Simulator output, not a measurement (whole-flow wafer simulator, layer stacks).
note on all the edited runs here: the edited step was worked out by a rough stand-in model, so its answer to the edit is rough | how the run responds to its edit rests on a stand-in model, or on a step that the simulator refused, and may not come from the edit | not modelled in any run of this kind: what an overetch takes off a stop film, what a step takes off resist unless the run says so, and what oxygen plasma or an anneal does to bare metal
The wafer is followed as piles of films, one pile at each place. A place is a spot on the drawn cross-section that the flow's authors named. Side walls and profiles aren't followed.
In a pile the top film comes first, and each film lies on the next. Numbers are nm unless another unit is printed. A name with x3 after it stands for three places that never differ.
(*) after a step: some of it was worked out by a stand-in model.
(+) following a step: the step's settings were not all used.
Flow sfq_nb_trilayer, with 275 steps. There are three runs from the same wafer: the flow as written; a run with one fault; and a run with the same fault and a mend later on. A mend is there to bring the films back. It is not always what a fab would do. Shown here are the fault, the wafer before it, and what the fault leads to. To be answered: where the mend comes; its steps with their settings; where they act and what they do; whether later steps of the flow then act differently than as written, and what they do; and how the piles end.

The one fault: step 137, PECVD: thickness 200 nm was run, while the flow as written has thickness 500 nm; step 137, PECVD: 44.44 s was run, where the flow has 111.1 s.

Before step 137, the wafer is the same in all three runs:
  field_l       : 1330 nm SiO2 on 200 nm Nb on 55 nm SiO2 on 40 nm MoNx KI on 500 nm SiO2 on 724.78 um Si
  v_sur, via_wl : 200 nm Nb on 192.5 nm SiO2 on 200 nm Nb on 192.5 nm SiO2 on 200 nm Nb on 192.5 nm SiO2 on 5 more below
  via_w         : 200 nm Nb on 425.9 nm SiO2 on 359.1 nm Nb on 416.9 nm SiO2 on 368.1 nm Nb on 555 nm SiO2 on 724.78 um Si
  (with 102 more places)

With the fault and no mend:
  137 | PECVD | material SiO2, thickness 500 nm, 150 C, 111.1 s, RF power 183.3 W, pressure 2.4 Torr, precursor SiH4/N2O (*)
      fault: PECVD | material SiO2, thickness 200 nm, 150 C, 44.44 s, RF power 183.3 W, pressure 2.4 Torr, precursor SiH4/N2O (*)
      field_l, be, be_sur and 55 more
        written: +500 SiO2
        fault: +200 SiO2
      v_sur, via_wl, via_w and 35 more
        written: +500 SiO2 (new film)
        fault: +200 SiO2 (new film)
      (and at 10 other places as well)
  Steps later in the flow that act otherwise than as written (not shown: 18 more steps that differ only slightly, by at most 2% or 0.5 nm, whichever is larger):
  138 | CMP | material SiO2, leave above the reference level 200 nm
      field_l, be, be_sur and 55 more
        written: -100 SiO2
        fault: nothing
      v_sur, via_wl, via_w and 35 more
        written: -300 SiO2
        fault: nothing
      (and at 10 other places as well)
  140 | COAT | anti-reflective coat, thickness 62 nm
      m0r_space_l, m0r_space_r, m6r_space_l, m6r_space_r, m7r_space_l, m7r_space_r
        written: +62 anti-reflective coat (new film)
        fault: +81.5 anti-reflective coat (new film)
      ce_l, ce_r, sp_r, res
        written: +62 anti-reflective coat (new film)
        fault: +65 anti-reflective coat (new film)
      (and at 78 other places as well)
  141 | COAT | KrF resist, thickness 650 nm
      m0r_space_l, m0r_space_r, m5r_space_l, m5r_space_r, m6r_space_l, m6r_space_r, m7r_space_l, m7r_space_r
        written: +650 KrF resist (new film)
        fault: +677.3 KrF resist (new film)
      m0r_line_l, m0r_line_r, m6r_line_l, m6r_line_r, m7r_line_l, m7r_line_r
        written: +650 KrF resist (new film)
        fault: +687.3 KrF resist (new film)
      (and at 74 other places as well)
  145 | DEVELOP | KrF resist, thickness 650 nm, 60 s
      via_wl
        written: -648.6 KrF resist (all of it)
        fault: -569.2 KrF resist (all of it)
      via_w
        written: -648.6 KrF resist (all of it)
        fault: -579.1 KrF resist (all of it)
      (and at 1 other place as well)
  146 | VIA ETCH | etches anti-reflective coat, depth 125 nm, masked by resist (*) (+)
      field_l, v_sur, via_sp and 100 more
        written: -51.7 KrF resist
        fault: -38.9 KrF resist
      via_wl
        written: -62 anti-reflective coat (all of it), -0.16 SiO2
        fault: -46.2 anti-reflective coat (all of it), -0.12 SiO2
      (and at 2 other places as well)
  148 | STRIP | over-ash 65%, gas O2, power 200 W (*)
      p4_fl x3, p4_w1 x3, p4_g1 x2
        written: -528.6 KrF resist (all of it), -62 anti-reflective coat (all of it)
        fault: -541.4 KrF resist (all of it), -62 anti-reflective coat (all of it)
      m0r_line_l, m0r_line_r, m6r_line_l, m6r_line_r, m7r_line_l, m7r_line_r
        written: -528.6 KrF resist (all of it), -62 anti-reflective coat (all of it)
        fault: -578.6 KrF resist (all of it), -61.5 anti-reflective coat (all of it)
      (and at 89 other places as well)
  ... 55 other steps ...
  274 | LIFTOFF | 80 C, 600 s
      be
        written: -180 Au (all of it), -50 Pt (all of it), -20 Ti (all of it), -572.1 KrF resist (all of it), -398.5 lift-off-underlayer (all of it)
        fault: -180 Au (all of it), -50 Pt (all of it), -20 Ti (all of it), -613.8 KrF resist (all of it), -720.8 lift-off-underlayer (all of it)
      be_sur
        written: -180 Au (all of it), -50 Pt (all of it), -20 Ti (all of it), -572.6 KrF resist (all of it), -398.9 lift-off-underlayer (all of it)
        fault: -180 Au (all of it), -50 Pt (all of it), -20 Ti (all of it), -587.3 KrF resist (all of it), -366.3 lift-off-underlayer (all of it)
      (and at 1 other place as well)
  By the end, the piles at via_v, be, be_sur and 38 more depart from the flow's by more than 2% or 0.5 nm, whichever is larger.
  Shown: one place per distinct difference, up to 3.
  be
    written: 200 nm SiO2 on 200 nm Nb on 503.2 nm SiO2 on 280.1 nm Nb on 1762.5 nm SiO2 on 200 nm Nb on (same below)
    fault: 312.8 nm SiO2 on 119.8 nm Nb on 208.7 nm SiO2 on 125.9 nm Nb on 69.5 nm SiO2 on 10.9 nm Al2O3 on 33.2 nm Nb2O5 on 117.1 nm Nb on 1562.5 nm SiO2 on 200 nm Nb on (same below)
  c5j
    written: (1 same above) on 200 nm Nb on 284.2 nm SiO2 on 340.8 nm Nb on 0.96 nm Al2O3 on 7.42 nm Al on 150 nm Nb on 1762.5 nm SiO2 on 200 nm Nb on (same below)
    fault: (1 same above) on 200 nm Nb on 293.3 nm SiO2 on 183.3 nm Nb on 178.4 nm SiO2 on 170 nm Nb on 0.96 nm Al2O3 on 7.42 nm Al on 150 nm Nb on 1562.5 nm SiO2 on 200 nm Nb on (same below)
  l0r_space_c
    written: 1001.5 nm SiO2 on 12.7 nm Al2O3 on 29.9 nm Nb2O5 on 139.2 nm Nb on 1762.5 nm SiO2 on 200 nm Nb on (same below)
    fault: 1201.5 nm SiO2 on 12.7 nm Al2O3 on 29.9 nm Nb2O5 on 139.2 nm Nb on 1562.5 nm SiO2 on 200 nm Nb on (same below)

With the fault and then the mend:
  The mend follows step 137.
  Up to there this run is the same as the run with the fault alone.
  137a | PECVD | material SiO2, thickness 300 nm, 150 C, 66.67 s, RF power 183.3 W, pressure 2.4 Torr, precursor SiH4/N2O (*) (a further turn of the flow's step 137, with different settings)
      field_l, v_sur, via_wl and 93 more
        +300 SiO2
      p3_s0, p3_s1, p3_s2, p3_s3, p3_s4, p3_s5
        +357.1 SiO2
      lsp_r, l0_sur, l0v
        +295.3 SiO2
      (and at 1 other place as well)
  Steps later in the flow that act otherwise than as written (not shown: 4 more steps that differ only slightly, by at most 2% or 0.5 nm, whichever is larger):
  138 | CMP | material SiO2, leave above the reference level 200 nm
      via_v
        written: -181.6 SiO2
        mend: -157.1 SiO2
  The piles end the same as the flow's at every place that both follow.
